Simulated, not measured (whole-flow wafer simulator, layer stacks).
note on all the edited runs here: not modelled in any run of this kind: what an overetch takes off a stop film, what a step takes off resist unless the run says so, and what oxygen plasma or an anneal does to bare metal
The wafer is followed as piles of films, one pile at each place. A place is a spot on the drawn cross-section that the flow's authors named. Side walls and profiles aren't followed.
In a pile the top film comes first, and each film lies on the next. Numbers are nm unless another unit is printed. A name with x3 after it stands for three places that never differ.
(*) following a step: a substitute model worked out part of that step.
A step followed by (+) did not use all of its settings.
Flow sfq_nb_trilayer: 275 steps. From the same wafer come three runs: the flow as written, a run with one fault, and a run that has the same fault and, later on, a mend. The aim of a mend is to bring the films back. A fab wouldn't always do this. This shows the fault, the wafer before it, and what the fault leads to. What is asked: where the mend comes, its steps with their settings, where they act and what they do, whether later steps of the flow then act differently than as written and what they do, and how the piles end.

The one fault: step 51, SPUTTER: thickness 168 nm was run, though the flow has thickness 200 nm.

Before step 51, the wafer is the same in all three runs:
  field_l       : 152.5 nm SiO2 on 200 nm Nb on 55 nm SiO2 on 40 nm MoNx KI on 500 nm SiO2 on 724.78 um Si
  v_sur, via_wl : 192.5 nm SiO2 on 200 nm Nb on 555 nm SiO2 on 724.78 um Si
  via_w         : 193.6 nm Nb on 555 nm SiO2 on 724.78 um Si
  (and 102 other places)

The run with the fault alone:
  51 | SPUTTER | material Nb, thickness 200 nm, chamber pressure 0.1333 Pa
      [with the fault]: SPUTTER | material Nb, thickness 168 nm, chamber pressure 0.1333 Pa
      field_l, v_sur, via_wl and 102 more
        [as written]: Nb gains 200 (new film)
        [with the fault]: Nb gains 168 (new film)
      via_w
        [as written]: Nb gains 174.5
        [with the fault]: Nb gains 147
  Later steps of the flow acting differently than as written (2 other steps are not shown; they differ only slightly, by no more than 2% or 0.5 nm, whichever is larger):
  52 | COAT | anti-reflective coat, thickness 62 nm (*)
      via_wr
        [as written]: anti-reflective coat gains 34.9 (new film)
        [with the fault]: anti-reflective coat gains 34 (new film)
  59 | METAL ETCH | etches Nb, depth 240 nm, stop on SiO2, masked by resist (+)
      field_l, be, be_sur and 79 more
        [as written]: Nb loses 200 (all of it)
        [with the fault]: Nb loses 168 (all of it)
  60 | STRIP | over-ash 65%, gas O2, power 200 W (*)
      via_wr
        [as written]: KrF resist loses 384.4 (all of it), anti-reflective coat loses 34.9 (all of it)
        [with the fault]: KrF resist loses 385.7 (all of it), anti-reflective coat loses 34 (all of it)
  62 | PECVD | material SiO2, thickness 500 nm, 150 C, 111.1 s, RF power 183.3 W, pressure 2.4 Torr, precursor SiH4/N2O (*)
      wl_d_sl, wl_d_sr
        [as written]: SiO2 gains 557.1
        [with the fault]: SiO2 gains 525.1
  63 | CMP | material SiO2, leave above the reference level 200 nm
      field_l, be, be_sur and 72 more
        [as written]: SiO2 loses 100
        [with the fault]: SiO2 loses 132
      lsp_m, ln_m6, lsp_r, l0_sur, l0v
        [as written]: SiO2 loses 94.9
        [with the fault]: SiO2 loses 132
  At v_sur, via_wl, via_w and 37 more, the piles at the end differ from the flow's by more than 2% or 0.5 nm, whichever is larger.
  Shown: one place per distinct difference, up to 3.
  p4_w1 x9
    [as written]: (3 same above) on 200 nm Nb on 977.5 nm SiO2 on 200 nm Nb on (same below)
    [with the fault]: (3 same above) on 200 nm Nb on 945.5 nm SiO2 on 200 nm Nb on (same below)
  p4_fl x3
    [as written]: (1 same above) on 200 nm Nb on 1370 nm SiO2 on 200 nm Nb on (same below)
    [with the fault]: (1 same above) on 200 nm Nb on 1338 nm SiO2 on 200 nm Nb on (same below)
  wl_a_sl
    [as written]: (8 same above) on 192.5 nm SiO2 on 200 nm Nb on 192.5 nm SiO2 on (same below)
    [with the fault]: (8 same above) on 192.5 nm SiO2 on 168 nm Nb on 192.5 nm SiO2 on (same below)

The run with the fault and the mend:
  After step 51 comes the mend.
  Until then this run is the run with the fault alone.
  51a | SPUTTER | material Nb, thickness 32 nm, chamber pressure 0.1333 Pa (a further turn of the flow's step 51, with different settings)
      field_l, v_sur, via_wl and 102 more
        Nb gains 32
      via_w
        Nb gains 24.7
  Later steps of the flow that are run all act as written at every place that is followed, up to a difference of at most 2% or 0.5 nm, whichever is larger.
  At the end the piles are close to the flow's at the places that both follow, differing by at most 2% or 0.5 nm, whichever is larger.
